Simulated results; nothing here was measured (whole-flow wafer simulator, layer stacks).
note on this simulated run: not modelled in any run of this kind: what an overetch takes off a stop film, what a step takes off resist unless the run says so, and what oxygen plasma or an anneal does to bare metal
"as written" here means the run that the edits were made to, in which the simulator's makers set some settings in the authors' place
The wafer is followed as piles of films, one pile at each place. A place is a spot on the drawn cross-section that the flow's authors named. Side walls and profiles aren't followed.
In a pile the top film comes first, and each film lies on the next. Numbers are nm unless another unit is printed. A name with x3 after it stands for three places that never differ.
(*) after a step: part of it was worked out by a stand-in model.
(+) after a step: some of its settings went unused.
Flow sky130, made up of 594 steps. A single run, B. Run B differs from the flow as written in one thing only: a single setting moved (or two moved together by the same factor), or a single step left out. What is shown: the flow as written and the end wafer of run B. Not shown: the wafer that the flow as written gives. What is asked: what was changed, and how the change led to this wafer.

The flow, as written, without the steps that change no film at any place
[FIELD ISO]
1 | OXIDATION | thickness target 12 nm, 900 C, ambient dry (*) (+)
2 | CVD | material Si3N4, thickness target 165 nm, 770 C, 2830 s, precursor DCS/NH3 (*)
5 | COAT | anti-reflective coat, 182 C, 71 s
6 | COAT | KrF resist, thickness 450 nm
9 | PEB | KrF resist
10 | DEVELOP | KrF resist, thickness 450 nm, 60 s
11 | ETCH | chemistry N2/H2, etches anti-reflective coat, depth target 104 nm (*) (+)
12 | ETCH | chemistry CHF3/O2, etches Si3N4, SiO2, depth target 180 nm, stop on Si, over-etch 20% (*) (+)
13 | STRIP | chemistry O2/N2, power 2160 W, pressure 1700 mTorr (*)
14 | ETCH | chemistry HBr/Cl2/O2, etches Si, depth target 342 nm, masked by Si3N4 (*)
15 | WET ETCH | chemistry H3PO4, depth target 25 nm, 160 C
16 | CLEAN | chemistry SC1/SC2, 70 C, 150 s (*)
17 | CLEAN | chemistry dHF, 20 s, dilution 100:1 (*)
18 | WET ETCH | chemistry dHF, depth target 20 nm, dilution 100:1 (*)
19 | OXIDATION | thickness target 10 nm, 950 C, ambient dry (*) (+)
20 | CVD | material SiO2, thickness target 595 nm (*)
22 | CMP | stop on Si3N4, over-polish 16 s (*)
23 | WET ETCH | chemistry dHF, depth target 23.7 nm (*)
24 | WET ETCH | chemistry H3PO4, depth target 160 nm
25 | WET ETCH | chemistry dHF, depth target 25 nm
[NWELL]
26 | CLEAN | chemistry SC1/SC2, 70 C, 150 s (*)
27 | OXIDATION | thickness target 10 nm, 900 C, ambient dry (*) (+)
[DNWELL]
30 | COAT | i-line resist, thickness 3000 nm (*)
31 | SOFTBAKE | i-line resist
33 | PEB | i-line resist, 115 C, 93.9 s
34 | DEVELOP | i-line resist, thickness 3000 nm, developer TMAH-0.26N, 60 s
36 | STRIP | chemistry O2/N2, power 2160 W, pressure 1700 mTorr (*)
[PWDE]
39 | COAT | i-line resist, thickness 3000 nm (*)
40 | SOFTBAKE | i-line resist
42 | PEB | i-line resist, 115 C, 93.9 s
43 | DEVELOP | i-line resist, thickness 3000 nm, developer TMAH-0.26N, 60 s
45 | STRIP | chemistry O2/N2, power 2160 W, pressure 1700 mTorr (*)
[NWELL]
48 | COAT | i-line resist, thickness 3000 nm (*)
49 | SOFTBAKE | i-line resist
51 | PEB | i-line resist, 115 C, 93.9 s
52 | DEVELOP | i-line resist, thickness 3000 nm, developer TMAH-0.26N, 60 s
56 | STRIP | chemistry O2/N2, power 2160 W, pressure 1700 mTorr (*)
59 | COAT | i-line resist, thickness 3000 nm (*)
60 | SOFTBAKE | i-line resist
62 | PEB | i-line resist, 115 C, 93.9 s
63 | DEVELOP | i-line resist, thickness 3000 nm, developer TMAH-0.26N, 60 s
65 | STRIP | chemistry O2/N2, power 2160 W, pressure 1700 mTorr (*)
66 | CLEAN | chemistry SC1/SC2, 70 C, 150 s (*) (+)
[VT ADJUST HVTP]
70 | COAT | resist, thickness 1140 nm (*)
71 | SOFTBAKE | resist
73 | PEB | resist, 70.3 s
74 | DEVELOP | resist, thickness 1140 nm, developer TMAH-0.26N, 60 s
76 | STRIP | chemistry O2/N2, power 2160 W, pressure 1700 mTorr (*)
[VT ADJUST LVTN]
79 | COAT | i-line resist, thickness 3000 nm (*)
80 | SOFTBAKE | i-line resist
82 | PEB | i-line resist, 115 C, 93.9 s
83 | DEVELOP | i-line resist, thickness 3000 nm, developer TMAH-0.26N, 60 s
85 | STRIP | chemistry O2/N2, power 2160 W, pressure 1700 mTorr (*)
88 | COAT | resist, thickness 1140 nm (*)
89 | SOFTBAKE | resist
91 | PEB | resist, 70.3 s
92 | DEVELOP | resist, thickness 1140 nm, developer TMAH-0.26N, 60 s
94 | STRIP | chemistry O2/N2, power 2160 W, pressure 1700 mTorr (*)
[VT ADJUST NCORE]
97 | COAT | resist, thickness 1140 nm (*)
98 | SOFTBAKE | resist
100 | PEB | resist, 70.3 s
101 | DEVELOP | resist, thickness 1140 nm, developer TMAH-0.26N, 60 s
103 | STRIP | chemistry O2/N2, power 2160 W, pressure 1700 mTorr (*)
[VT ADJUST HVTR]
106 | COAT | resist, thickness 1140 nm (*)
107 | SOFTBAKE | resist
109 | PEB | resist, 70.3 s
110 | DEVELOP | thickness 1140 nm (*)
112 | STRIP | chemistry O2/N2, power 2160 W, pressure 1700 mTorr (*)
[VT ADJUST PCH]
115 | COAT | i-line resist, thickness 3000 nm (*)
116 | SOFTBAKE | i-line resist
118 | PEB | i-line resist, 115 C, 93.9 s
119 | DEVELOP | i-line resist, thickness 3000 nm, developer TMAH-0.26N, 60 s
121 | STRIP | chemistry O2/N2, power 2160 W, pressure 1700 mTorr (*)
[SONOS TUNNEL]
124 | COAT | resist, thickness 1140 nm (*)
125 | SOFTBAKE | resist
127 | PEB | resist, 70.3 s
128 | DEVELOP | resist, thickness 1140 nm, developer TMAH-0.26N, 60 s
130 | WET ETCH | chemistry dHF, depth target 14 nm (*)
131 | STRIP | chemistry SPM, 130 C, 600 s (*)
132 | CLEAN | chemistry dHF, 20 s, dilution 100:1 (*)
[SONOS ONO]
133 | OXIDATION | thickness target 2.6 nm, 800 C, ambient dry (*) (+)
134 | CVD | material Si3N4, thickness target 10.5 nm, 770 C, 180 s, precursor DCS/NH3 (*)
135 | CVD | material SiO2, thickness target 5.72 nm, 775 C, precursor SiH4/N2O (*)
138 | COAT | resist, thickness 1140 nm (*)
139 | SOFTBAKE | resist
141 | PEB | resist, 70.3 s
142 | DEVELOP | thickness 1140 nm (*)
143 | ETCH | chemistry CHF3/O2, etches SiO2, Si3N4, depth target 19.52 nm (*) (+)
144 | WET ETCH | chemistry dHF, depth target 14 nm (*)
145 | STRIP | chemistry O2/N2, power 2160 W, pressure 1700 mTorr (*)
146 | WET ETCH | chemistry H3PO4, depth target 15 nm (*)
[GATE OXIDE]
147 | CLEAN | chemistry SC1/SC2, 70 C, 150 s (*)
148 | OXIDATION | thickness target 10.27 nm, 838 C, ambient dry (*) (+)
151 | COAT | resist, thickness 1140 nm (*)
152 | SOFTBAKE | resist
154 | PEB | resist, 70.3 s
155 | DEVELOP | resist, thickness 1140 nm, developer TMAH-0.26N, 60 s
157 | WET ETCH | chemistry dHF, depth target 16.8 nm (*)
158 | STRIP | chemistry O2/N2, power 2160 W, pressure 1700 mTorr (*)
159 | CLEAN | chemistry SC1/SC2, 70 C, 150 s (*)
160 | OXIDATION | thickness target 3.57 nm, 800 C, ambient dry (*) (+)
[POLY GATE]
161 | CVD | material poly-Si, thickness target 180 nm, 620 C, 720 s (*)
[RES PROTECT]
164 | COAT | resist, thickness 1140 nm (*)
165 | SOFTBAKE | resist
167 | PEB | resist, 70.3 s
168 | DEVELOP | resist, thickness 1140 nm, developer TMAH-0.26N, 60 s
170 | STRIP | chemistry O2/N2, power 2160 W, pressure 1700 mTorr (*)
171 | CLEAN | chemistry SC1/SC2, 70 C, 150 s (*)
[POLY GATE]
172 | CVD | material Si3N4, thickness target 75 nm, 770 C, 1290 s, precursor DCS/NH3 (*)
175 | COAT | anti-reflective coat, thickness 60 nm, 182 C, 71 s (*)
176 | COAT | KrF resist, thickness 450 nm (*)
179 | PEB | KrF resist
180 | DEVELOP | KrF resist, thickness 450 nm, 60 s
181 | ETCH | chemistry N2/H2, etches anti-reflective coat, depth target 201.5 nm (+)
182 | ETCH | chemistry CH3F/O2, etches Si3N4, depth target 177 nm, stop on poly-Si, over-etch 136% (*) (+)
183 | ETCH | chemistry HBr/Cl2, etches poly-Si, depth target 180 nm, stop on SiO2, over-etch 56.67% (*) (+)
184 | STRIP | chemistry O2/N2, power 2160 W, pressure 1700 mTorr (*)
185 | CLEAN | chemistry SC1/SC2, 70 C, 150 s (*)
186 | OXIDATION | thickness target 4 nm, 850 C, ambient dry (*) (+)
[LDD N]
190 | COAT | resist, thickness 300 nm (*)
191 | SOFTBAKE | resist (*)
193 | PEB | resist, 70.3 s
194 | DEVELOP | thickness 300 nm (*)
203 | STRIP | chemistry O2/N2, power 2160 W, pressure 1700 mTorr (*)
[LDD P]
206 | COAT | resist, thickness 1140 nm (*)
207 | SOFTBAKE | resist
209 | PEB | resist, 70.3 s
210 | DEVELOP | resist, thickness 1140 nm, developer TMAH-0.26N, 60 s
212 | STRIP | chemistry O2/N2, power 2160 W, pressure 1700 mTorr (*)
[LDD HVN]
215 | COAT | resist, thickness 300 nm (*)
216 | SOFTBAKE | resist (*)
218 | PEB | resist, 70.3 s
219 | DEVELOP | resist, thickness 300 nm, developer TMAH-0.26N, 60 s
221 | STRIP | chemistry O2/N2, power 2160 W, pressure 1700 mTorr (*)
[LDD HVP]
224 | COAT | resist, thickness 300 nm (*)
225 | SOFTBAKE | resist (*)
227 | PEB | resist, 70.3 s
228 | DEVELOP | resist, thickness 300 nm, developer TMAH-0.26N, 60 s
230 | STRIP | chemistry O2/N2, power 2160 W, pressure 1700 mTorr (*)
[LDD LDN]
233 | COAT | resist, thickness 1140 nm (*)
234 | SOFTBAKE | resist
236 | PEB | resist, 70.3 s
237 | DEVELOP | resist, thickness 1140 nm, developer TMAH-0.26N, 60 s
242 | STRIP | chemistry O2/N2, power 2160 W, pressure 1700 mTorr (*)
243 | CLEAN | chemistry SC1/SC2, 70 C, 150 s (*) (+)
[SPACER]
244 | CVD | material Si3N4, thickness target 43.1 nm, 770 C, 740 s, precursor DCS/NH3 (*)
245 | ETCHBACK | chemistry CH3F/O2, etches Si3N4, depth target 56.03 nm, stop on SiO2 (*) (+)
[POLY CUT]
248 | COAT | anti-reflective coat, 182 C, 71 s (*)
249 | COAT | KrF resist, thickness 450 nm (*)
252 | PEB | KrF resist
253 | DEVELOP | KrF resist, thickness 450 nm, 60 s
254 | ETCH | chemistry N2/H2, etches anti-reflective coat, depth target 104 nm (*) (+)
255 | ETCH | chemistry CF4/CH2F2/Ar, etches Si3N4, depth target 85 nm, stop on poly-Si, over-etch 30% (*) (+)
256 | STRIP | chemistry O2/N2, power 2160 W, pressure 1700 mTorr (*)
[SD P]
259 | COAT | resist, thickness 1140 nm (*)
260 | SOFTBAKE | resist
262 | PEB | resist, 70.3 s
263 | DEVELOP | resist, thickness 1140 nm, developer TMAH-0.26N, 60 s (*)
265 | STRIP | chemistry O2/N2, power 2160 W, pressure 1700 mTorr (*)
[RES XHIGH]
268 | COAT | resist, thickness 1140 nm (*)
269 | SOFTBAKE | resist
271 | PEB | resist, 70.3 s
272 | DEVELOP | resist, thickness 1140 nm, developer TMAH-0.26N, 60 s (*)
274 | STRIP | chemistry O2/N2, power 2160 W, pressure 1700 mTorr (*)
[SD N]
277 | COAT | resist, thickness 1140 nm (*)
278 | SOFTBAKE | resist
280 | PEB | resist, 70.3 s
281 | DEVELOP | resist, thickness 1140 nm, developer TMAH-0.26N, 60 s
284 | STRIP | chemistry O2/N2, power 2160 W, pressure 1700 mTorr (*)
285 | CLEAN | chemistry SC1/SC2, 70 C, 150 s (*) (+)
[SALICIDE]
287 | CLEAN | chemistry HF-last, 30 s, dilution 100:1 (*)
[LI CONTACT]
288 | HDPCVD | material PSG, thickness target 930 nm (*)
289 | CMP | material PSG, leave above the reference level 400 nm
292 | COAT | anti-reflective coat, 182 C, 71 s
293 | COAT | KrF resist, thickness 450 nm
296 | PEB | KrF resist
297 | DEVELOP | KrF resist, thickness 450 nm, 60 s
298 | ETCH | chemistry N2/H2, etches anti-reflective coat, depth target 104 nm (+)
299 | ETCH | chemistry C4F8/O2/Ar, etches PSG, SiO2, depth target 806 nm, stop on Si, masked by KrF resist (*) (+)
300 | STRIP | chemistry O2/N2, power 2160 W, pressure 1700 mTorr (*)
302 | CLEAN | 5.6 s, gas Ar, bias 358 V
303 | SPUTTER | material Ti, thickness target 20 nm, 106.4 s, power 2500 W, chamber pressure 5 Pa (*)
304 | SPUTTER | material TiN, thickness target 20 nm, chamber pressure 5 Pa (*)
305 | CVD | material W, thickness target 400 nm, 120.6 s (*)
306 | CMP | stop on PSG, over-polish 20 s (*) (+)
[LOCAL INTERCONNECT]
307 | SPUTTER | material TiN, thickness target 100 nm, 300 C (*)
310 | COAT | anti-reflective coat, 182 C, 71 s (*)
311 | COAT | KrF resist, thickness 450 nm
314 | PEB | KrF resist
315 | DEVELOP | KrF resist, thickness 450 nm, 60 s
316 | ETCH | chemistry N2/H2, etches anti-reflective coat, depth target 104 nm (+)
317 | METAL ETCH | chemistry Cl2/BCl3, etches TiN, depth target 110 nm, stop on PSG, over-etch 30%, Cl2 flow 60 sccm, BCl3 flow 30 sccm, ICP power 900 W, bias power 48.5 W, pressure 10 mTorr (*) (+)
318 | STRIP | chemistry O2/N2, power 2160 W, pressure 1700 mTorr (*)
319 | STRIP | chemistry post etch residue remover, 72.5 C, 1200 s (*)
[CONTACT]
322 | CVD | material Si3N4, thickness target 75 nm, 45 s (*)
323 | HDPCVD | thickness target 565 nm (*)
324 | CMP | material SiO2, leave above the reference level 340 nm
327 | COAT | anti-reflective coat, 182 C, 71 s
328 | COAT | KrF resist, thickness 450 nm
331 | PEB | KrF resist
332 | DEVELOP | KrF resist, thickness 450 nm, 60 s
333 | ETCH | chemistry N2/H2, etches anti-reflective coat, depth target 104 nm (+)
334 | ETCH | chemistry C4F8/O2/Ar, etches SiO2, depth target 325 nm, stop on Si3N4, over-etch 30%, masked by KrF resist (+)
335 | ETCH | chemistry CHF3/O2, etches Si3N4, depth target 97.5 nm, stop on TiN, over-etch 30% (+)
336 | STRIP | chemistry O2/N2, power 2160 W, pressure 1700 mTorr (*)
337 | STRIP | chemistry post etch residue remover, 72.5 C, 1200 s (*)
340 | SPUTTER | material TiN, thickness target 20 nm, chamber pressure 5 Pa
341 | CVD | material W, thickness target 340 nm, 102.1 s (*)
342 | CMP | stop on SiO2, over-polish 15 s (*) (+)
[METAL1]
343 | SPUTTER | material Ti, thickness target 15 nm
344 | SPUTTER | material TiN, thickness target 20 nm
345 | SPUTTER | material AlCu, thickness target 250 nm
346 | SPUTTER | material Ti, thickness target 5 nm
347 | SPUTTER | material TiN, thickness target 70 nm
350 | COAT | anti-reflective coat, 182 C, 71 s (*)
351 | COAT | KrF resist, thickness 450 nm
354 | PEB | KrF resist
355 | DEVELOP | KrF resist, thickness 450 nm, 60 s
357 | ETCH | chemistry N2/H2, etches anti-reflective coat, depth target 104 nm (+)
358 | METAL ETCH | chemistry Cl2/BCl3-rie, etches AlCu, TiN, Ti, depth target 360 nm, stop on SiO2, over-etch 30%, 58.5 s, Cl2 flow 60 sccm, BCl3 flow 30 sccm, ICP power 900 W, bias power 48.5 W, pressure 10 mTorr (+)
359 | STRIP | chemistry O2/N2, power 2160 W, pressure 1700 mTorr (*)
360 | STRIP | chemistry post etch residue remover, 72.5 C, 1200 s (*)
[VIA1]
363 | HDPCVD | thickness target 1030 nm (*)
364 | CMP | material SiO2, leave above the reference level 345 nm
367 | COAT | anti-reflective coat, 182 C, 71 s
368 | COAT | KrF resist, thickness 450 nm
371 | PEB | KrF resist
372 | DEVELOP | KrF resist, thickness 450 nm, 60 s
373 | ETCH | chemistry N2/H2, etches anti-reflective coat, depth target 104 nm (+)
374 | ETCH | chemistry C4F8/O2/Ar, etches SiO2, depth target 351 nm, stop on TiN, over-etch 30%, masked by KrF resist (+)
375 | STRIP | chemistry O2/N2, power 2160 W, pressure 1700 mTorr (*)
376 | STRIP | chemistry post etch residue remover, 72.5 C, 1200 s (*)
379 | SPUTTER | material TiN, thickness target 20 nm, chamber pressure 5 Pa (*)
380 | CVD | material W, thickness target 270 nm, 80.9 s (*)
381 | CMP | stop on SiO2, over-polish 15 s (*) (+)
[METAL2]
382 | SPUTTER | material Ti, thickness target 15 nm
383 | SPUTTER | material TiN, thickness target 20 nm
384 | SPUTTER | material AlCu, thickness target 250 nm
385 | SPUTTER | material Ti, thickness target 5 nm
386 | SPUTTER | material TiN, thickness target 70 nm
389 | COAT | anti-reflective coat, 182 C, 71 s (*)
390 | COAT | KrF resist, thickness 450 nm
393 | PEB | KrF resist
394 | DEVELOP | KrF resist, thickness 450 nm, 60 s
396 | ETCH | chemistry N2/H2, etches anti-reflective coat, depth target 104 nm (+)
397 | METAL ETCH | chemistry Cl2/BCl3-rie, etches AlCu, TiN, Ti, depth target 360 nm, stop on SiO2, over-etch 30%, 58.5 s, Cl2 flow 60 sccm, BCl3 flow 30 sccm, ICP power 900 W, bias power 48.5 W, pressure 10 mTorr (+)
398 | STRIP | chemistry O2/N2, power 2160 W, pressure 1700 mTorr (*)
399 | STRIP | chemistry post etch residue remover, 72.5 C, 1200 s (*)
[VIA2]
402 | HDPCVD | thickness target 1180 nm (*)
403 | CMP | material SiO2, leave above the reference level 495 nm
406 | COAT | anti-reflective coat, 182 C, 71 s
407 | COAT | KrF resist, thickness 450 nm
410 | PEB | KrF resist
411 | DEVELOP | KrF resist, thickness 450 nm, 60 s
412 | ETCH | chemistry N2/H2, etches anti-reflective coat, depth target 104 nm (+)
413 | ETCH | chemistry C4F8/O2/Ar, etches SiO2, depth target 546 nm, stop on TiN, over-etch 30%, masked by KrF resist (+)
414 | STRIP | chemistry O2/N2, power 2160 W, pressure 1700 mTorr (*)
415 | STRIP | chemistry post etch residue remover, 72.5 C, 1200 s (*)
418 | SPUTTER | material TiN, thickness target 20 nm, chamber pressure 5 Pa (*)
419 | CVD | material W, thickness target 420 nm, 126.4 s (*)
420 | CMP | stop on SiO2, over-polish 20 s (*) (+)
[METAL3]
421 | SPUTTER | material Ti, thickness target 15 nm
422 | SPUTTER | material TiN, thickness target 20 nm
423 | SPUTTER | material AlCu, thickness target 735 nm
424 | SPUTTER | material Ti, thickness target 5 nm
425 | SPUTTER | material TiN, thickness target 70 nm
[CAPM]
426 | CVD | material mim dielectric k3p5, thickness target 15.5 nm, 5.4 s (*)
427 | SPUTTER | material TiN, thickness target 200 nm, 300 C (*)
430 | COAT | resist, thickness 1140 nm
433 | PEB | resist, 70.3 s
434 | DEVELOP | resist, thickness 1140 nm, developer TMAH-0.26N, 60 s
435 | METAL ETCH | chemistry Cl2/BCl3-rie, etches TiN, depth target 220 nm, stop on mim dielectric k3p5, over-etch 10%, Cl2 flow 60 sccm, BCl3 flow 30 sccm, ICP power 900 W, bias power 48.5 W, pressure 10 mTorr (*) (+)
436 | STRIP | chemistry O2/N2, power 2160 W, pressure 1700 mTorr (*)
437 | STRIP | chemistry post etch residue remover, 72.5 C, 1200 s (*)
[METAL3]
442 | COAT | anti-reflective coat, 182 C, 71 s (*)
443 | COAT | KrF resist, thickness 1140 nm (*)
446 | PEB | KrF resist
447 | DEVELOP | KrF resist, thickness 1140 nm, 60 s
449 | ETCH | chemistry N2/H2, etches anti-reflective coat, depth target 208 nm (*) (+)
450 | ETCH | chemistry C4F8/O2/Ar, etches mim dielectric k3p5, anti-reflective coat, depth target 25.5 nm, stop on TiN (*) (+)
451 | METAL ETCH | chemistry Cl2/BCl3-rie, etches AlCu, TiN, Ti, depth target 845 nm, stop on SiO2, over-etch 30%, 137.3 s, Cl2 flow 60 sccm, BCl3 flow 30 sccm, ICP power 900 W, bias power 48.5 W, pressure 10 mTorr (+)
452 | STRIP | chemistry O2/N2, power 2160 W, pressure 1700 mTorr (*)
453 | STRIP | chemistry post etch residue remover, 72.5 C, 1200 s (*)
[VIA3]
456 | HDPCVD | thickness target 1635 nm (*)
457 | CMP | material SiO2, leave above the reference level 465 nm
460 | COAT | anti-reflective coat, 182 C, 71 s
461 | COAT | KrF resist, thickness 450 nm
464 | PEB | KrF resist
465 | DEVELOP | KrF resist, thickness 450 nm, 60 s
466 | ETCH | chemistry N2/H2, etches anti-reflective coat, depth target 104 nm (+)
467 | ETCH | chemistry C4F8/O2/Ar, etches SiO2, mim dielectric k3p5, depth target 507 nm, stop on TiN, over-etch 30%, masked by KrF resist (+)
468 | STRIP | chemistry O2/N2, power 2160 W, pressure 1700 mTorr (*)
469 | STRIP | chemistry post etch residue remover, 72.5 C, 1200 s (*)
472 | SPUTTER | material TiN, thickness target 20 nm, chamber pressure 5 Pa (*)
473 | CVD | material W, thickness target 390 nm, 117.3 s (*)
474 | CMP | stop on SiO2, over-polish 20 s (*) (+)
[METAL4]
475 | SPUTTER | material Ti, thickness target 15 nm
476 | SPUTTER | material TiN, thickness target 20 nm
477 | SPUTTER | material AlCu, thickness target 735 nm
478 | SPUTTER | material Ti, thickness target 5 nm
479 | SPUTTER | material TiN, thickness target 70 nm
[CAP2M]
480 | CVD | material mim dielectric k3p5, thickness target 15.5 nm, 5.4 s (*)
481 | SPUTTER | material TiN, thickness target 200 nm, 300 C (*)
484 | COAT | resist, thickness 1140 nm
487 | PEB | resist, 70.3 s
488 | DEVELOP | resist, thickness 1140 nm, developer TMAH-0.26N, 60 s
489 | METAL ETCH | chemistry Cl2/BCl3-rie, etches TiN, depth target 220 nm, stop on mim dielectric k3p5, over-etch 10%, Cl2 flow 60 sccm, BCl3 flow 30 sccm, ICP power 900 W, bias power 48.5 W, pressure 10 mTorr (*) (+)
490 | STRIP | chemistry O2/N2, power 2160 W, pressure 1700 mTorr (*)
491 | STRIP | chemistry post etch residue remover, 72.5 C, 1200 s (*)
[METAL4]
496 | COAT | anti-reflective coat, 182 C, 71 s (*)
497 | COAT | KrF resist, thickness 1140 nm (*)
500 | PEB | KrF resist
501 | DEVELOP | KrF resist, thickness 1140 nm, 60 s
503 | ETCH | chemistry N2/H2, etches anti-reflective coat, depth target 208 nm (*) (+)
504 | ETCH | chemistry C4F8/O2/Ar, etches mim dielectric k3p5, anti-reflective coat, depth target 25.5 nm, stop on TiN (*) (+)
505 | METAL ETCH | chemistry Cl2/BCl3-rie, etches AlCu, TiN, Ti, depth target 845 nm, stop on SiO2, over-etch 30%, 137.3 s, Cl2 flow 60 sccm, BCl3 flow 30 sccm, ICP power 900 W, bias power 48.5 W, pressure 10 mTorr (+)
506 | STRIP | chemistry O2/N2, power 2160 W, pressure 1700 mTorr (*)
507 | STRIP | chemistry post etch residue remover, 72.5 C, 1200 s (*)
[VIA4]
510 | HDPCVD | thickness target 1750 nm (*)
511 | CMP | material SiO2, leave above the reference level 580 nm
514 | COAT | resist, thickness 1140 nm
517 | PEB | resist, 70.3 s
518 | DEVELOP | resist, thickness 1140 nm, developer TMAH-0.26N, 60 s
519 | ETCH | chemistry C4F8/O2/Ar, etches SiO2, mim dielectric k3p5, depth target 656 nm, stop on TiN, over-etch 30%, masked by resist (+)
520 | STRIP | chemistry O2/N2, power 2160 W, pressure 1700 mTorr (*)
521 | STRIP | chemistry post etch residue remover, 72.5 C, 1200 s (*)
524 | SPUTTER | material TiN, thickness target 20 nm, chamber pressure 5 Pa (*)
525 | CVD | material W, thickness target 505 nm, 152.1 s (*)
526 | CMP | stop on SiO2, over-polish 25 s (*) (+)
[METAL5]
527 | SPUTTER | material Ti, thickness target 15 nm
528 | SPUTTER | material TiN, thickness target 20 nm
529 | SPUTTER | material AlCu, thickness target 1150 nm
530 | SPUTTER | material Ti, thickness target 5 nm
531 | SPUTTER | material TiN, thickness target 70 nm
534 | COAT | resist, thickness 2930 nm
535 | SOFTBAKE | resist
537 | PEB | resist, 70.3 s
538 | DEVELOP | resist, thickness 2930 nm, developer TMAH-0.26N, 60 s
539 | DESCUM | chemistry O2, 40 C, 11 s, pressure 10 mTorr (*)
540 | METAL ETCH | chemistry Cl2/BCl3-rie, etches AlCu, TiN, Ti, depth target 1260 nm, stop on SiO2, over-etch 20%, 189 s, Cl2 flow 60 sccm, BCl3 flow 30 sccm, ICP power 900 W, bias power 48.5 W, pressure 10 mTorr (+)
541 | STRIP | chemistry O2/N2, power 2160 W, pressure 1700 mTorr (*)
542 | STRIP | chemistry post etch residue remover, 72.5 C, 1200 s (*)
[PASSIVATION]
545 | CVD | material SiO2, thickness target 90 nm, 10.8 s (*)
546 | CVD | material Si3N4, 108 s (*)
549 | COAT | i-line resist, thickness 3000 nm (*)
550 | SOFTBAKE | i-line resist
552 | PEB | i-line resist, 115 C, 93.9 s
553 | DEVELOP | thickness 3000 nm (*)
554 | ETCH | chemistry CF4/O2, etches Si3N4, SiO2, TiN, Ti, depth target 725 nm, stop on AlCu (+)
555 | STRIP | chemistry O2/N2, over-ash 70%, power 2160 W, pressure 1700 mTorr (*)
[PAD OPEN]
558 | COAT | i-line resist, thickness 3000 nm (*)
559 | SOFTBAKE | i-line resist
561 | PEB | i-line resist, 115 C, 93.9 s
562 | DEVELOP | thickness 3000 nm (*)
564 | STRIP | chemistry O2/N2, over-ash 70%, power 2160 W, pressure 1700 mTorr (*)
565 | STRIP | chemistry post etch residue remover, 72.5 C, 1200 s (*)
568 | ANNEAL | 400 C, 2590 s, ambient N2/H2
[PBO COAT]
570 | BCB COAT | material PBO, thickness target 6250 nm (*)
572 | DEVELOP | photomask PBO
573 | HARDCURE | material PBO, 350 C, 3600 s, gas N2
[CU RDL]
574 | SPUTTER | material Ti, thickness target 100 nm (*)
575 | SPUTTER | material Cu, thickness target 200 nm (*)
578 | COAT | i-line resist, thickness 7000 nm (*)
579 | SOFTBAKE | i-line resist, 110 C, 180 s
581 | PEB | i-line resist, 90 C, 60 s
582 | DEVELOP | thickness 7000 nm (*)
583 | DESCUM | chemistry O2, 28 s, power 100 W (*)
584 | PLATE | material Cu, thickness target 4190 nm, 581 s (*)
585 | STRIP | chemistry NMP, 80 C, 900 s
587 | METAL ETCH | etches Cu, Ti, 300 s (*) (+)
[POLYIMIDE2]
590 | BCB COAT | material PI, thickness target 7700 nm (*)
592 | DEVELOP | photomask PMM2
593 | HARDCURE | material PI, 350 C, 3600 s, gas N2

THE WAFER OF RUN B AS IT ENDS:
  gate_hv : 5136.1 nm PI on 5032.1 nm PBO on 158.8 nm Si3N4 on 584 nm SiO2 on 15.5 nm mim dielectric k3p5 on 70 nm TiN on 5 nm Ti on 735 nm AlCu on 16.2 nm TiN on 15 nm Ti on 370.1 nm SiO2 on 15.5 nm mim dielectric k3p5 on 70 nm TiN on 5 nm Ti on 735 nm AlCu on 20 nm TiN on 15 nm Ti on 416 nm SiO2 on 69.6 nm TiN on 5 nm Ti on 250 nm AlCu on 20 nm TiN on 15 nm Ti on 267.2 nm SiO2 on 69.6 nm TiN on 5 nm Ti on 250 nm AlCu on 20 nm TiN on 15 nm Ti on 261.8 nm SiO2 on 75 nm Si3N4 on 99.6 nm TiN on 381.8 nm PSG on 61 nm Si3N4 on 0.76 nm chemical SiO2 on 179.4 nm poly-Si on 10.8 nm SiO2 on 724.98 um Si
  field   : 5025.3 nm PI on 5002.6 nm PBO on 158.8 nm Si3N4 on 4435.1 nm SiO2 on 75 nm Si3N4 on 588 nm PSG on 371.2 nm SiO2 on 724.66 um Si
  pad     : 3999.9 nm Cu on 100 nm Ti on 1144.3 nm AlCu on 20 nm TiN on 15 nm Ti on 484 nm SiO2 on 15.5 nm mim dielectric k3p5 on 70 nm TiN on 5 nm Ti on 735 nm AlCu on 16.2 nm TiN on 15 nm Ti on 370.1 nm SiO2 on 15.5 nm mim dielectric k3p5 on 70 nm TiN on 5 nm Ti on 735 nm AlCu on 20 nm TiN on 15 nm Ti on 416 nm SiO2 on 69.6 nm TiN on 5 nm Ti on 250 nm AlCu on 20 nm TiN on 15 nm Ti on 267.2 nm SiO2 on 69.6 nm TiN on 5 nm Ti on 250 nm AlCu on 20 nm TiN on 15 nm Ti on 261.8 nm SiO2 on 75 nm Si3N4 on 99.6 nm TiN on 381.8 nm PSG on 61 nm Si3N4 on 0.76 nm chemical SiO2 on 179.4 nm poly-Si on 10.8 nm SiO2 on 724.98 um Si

Cause: step 476, SPUTTER: thickness target 16.2 nm was run, whereas the flow has thickness target 20 nm.
One can read it off the wafer: gate_hv has TiN 16.2, and step 476 as written asks for 20 nm.

The path from the change to this, step by step:
  476 | SPUTTER | material TiN, thickness target 20 nm
      field, active, n_well and 189 more: TiN gains 16.2 (new film) (it would be, as written: TiN gains 20 (new film))
  505 | METAL ETCH | chemistry Cl2/BCl3-rie, etches AlCu, TiN, Ti, depth target 845 nm, stop on SiO2, over-etch 30%, 137.3 s, Cl2 flow 60 sccm, BCl3 flow 30 sccm, ICP power 900 W, bias power 48.5 W, pressure 10 mTorr (+)
      field, gate, spacer and 68 more: TiN loses 70 (all of it), Ti loses 5 (all of it), AlCu loses 735 (all of it), TiN loses 16.2 (all of it), Ti loses 15 (all of it), SiO2 loses 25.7 (it would be, as written: TiN loses 70 (all of it), Ti loses 5 (all of it), AlCu loses 735 (all of it), TiN loses 20 (all of it), Ti loses 15 (all of it), SiO2 loses 25.4)
      active, vpp_iso1, mim_edge_plate and 14 more: TiN loses 70 (all of it), Ti loses 5 (all of it), AlCu loses 735 (all of it), TiN loses 16.2 (all of it), Ti loses 15 (all of it), SiO2 loses 25.7 (it would be, as written: TiN loses 70 (all of it), Ti loses 5 (all of it), AlCu loses 735 (all of it), TiN loses 20 (all of it), Ti loses 15 (all of it), SiO2 loses 25.3)
